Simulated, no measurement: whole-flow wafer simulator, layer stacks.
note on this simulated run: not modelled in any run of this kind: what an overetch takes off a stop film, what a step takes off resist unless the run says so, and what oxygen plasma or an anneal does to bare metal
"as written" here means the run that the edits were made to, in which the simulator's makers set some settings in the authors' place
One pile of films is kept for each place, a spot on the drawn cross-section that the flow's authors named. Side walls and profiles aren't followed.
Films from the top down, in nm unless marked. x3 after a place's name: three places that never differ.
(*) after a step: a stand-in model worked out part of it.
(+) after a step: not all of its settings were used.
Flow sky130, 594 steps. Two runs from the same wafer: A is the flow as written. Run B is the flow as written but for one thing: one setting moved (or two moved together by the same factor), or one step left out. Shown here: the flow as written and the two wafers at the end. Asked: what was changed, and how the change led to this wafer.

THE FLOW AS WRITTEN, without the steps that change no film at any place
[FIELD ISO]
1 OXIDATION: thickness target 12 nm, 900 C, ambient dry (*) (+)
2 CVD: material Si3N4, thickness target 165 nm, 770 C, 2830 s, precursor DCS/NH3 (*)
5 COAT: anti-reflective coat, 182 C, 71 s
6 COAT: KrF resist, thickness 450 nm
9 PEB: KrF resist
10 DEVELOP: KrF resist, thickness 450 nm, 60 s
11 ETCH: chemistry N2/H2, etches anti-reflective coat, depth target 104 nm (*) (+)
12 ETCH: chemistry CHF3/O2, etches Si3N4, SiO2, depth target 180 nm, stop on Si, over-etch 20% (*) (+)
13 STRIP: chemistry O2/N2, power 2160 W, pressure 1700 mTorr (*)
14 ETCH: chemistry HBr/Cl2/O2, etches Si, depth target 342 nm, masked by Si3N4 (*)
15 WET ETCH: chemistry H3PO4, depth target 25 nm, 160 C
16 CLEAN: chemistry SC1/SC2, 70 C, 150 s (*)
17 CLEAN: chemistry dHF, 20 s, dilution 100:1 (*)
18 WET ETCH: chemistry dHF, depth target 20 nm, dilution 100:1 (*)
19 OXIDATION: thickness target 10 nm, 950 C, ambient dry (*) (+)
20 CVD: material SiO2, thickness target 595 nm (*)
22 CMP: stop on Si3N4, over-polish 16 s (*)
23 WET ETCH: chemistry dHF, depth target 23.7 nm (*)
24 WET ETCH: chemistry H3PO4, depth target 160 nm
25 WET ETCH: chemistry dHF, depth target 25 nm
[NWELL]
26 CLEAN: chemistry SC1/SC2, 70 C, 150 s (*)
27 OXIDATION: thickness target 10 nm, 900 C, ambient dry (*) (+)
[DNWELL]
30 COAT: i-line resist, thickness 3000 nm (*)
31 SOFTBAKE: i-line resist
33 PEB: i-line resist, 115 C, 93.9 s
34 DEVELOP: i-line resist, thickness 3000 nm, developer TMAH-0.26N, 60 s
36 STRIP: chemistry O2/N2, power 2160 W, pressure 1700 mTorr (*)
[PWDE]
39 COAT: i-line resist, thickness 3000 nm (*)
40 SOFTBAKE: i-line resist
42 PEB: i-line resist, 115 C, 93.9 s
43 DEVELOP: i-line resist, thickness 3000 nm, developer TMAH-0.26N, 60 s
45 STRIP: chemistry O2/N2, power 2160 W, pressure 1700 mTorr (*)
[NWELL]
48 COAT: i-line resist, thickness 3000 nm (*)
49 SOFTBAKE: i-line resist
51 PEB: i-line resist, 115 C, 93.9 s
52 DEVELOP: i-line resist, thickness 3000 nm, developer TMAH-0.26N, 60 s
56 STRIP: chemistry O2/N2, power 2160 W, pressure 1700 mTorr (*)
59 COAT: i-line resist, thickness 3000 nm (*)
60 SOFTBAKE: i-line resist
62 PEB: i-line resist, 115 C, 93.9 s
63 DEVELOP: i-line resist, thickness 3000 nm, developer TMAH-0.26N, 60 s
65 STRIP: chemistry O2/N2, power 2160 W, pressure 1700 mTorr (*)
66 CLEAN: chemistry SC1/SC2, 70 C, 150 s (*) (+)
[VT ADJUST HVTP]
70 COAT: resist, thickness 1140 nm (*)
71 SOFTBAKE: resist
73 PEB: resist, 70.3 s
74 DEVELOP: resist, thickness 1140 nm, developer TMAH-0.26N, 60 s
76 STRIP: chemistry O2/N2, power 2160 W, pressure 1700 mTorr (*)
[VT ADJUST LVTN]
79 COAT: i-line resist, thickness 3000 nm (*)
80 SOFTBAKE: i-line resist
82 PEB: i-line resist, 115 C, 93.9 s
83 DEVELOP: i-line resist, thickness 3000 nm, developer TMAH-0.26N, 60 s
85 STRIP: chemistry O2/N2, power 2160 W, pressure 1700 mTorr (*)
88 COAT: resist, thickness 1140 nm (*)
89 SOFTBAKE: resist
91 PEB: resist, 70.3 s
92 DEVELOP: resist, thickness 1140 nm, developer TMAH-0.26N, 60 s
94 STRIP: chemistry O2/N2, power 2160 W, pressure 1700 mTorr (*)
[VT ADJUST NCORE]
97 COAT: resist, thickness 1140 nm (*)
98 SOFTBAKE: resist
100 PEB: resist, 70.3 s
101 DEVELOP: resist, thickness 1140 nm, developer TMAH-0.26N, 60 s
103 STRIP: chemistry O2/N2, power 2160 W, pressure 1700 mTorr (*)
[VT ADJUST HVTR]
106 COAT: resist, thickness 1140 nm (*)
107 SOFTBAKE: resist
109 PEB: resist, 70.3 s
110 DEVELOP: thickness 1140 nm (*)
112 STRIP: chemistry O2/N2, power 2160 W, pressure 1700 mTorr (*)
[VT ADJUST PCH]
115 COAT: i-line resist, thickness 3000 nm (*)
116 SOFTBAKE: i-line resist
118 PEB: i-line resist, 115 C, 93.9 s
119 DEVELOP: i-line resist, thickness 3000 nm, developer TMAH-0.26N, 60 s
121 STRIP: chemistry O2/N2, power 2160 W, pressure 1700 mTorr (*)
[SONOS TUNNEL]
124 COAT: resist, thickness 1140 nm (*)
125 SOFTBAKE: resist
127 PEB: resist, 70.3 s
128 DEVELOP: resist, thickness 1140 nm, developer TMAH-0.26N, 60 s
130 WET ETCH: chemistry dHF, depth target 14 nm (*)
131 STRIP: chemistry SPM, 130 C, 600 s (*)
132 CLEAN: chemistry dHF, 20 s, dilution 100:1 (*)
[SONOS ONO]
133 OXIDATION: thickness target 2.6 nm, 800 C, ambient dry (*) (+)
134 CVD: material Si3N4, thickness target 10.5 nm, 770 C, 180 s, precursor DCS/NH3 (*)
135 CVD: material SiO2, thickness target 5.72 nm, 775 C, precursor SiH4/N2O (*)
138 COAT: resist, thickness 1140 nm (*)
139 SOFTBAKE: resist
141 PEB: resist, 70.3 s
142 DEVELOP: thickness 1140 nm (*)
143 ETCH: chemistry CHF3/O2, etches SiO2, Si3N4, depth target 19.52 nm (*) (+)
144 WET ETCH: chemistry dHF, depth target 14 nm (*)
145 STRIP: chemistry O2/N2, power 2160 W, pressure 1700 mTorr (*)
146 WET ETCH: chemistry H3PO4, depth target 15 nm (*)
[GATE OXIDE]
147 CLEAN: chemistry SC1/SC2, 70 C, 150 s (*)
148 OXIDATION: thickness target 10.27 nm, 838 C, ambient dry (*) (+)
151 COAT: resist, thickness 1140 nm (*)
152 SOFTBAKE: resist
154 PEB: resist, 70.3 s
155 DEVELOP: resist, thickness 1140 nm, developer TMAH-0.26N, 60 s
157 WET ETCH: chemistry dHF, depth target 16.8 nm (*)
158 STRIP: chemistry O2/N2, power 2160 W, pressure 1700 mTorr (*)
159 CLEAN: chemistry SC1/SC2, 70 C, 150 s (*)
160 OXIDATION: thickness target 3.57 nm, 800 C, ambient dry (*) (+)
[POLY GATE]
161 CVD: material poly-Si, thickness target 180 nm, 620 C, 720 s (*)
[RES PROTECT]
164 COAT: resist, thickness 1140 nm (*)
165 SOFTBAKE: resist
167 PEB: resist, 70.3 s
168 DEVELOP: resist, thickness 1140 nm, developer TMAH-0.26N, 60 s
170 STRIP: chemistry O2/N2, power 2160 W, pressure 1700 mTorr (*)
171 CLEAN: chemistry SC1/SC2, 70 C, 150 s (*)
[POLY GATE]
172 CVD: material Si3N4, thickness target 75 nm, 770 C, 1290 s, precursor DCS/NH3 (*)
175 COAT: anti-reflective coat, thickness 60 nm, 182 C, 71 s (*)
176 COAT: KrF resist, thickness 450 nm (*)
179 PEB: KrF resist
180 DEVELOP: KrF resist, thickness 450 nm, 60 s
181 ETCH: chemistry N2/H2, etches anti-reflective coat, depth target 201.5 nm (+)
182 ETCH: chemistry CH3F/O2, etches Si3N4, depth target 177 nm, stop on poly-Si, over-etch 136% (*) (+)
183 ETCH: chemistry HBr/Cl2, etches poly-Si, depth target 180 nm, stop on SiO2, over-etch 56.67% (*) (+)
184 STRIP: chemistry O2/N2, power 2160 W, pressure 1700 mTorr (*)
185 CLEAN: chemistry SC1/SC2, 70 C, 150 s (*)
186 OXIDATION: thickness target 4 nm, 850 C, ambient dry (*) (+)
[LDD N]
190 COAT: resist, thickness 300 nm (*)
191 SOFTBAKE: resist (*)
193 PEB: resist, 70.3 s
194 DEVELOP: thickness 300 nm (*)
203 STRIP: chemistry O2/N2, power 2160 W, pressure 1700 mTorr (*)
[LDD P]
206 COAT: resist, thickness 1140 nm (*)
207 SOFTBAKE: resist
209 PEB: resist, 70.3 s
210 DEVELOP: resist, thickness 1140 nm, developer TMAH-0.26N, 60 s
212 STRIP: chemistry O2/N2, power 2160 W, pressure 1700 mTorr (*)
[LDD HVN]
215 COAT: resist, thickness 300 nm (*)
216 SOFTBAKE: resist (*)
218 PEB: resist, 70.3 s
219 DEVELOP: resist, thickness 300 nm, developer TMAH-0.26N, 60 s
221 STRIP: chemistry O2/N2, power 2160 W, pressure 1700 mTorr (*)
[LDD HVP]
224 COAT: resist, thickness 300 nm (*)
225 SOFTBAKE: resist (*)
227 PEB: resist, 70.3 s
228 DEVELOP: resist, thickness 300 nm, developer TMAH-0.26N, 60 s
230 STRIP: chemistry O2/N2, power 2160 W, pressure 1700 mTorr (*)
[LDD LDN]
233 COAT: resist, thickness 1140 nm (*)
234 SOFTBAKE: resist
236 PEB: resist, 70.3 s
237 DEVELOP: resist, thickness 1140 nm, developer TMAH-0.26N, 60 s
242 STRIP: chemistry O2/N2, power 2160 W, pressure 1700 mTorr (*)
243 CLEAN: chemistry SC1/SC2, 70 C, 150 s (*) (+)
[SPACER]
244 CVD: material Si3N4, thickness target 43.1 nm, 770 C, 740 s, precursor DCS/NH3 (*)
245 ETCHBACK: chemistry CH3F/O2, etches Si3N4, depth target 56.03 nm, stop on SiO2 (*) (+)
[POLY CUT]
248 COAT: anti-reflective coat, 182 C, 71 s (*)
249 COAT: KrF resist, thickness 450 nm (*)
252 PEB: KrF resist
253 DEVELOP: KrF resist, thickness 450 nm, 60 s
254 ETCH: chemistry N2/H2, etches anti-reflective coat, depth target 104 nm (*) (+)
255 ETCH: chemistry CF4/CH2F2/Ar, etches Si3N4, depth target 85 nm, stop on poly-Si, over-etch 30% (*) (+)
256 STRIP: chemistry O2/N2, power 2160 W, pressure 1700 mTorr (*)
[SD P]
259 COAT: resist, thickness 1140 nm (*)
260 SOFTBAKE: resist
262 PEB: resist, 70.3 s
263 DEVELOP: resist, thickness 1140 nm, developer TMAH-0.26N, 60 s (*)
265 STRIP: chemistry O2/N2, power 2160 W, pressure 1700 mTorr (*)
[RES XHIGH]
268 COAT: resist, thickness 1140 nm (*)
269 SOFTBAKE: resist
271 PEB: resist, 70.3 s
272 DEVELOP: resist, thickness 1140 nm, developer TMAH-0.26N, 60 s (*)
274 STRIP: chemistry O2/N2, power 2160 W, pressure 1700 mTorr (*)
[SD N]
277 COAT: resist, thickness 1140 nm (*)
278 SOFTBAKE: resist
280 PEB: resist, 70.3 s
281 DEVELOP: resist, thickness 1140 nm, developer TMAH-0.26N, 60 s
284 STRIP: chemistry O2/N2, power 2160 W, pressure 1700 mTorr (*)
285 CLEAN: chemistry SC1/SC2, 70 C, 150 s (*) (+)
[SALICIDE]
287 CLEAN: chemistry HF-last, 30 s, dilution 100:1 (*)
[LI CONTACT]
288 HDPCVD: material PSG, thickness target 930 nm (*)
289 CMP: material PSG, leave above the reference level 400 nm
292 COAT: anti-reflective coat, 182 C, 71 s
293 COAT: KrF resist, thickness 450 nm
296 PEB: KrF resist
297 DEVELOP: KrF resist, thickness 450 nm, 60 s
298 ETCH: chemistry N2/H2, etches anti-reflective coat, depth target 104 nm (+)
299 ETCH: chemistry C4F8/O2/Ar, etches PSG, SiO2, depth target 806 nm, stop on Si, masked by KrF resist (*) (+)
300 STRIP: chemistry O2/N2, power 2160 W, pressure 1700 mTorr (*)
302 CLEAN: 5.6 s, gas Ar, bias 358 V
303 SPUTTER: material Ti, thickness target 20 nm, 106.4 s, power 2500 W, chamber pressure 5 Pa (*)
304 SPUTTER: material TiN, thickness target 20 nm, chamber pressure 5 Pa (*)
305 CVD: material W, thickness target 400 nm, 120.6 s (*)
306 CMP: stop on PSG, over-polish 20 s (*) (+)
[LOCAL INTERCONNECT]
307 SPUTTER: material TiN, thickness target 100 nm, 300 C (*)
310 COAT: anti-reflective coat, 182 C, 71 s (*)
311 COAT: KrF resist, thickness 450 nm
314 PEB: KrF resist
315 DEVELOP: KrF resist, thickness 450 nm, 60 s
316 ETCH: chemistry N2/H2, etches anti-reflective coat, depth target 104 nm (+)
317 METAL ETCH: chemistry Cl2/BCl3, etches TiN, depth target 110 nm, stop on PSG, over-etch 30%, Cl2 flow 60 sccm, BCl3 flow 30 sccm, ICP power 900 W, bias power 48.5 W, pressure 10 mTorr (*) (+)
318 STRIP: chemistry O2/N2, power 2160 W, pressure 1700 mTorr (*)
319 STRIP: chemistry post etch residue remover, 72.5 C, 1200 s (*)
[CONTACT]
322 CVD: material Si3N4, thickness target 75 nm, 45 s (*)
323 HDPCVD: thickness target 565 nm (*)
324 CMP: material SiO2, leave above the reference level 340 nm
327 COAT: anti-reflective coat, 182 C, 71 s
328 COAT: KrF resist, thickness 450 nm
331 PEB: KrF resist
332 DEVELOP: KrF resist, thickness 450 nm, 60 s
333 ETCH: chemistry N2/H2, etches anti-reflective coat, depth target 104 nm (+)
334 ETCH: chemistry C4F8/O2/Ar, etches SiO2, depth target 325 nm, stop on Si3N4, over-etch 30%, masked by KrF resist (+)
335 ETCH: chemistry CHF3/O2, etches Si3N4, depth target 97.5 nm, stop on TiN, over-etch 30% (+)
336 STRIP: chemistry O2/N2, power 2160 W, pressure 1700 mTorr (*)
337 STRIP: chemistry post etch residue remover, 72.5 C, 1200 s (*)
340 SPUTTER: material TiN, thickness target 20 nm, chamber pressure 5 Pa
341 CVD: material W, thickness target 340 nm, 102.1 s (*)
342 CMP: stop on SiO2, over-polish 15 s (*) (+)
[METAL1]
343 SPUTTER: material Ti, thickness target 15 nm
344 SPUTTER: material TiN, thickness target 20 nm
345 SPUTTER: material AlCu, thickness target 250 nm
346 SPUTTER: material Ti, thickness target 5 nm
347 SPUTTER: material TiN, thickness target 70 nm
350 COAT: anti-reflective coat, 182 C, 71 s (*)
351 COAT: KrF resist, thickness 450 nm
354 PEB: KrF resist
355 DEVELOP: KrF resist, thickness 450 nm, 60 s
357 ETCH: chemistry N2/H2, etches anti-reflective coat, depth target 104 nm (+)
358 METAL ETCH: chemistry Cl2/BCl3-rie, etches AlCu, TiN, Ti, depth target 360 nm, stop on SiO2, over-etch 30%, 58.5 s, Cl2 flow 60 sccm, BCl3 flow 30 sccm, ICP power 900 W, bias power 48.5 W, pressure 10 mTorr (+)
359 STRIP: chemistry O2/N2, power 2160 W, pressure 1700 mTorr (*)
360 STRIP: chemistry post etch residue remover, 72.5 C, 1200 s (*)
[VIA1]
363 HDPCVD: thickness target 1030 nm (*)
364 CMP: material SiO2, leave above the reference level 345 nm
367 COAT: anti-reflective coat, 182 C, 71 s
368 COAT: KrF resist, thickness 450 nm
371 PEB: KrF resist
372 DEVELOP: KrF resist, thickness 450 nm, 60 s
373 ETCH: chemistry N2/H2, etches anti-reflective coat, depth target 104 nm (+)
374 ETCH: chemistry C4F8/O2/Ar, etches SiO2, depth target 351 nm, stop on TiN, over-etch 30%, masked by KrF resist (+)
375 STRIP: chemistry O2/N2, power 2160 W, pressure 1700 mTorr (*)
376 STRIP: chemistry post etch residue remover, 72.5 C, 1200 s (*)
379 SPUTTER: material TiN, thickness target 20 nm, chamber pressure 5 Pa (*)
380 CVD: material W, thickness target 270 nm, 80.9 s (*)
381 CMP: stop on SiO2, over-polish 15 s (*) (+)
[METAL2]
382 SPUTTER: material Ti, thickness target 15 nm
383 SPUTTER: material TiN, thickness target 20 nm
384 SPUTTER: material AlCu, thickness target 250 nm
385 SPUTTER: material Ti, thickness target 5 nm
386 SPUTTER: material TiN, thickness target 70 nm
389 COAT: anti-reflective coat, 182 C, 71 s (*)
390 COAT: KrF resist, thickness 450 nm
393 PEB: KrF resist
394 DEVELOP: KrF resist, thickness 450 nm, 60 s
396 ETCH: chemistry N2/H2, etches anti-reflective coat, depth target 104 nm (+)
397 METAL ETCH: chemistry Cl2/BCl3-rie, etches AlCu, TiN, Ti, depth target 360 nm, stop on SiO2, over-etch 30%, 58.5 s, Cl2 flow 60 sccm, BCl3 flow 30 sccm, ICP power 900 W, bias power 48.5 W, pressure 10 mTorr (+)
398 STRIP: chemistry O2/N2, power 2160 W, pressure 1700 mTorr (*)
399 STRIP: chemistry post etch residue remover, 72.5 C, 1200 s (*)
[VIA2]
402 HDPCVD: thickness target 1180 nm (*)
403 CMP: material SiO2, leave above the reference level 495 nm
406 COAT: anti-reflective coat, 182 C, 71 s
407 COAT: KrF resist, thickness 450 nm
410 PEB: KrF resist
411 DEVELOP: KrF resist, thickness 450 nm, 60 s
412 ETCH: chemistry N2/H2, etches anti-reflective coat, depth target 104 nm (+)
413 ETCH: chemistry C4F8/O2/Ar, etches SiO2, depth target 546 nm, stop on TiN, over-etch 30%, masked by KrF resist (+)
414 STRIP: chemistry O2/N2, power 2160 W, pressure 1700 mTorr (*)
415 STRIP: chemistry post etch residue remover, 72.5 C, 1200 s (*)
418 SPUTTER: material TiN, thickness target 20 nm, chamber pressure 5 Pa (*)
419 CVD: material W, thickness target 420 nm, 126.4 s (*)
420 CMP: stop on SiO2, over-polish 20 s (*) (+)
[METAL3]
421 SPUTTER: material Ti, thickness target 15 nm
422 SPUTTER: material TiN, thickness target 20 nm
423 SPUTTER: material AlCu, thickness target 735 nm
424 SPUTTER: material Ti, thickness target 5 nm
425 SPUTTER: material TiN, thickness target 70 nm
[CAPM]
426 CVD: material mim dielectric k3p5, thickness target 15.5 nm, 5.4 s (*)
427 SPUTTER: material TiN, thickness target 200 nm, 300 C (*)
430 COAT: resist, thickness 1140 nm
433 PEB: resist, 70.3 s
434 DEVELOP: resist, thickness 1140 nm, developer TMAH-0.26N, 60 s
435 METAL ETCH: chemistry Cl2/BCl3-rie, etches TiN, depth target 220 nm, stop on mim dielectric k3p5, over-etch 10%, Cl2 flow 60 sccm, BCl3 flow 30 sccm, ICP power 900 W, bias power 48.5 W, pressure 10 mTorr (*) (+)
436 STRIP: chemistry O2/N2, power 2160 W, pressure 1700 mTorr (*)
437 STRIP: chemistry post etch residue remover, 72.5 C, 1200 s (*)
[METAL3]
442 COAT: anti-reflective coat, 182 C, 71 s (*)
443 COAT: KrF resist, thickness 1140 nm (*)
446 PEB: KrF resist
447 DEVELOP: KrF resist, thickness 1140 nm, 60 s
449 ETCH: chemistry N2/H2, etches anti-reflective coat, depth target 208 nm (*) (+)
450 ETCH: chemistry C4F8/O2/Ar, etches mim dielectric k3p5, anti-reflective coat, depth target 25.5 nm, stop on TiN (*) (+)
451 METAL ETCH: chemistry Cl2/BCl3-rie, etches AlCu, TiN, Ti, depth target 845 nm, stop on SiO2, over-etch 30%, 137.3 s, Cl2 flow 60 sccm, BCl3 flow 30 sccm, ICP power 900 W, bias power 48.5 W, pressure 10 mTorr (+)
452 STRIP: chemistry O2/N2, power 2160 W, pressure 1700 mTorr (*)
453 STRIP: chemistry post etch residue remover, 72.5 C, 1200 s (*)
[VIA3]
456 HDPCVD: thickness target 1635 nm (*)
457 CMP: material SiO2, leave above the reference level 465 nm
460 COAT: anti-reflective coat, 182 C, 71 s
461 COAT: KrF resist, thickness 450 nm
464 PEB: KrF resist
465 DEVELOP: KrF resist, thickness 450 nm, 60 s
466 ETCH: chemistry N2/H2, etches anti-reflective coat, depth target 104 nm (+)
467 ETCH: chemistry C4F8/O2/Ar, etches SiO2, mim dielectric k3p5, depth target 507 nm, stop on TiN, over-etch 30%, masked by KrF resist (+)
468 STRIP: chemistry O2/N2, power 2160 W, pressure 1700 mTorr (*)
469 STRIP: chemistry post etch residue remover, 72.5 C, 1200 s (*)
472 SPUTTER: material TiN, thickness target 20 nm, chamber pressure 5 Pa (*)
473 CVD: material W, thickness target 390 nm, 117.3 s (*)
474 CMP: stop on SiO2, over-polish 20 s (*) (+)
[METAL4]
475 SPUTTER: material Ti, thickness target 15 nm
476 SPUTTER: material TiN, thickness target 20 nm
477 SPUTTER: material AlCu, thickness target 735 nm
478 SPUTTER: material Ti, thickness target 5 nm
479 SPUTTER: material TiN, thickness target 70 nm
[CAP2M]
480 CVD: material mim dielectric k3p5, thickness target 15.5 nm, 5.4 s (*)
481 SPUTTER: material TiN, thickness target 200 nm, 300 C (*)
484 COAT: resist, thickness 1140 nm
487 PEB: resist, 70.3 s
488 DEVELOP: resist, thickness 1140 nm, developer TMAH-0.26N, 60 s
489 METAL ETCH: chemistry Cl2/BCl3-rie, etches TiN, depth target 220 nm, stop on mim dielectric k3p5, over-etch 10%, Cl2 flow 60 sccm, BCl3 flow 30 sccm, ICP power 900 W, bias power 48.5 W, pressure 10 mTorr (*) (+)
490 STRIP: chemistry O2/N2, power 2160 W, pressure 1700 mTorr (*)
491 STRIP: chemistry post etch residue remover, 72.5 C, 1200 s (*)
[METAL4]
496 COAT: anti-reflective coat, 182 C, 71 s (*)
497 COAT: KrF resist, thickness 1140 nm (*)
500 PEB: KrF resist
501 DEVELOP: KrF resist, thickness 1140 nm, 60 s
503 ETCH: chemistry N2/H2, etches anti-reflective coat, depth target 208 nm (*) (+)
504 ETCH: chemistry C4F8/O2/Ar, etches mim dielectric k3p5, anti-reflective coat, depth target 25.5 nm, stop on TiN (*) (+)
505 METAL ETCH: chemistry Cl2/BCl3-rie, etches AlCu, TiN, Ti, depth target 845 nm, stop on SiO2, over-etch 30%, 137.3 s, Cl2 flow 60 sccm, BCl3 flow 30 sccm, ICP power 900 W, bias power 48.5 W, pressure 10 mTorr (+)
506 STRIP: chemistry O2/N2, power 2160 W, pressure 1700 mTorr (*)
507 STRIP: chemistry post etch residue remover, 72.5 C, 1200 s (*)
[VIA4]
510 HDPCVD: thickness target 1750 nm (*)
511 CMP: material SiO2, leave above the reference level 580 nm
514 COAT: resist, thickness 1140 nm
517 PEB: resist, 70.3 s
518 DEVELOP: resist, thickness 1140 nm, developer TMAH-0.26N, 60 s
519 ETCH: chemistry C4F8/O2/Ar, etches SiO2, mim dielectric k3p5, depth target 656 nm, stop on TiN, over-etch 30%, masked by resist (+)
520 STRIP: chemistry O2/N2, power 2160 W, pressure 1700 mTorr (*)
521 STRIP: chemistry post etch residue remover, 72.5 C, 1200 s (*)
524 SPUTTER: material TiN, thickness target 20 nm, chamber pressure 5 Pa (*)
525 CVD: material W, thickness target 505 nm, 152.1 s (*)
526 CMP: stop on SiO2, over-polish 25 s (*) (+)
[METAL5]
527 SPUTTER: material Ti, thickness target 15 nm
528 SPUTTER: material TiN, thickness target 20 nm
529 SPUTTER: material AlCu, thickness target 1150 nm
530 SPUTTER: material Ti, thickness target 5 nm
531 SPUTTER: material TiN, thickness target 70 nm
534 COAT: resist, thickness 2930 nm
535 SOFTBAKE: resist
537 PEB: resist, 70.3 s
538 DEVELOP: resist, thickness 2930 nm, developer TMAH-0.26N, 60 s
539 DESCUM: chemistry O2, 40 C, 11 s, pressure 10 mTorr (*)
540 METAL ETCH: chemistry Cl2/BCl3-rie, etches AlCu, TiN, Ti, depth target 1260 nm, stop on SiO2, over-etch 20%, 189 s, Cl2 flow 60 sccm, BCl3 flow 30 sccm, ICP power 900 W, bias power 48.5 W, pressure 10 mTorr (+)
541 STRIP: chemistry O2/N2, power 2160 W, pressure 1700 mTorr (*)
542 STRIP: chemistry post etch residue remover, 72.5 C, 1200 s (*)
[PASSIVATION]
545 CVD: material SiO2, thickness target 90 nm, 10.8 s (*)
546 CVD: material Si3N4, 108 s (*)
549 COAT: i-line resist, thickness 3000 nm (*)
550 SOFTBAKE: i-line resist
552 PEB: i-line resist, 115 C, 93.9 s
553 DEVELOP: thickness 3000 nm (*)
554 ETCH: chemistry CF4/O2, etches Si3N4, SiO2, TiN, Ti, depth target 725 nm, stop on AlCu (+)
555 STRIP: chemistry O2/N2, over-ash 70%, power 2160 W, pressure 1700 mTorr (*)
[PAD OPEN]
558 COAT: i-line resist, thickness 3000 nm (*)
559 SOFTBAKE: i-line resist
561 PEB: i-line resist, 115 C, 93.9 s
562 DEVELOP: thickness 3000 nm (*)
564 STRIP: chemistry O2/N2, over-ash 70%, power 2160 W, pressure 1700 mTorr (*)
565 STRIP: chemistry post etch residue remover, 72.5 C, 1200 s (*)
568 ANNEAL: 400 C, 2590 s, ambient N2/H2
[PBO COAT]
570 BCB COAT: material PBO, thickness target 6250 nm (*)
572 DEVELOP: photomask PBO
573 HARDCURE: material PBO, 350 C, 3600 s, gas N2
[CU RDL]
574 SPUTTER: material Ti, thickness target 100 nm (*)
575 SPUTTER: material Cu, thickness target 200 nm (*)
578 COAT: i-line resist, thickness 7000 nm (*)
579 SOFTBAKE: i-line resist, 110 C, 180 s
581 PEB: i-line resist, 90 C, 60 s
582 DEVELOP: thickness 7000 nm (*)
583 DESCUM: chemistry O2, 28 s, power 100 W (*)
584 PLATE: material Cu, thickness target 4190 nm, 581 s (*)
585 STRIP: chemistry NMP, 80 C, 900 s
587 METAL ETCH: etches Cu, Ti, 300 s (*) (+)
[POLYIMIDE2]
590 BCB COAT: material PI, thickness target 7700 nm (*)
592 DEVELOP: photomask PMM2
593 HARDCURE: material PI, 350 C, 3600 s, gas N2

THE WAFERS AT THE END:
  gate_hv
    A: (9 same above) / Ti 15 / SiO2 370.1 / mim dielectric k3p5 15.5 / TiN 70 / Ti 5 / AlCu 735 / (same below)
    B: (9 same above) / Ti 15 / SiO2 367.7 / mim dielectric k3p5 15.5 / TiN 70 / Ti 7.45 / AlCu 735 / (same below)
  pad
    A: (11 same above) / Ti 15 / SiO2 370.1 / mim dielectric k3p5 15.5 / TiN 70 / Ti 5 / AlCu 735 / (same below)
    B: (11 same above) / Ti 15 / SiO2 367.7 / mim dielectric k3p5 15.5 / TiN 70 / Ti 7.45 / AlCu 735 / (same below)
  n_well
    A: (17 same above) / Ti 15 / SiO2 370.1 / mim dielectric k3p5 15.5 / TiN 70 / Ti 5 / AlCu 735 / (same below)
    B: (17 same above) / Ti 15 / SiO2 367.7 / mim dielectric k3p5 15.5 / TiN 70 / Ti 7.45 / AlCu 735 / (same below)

The cause: step 424, SPUTTER: thickness target 7.45 nm was run, where the flow has thickness target 5 nm.
It can be read off the wafer: gate_hv has Ti 7.45, and step 424 as written asks for 5 nm.

How the change led to this, step by step:
  424 SPUTTER: material Ti, thickness target 5 nm
      field, active, n_well and 188 more: A Ti +5 (new film) | B Ti +7.45 (new film)
  451 METAL ETCH: chemistry Cl2/BCl3-rie, etches AlCu, TiN, Ti, depth target 845 nm, stop on SiO2, over-etch 30%, 137.3 s, Cl2 flow 60 sccm, BCl3 flow 30 sccm, ICP power 900 W, bias power 48.5 W, pressure 10 mTorr (+)
      field, gate, spacer and 68 more: A TiN -70 (all of it), Ti -5 (all of it), AlCu -735 (all of it), TiN -20 (all of it), Ti -15 (all of it), SiO2 -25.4 | B TiN -70 (all of it), Ti -7.45 (all of it), AlCu -735 (all of it), TiN -20 (all of it), Ti -15 (all of it), SiO2 -25.1
      active, vpp_ln, vpp_iso2 and 11 more: A TiN -70 (all of it), Ti -5 (all of it), AlCu -735 (all of it), TiN -20 (all of it), Ti -15 (all of it), SiO2 -25.3 | B TiN -70 (all of it), Ti -7.45 (all of it), AlCu -735 (all of it), TiN -20 (all of it), Ti -15 (all of it), SiO2 -25.1
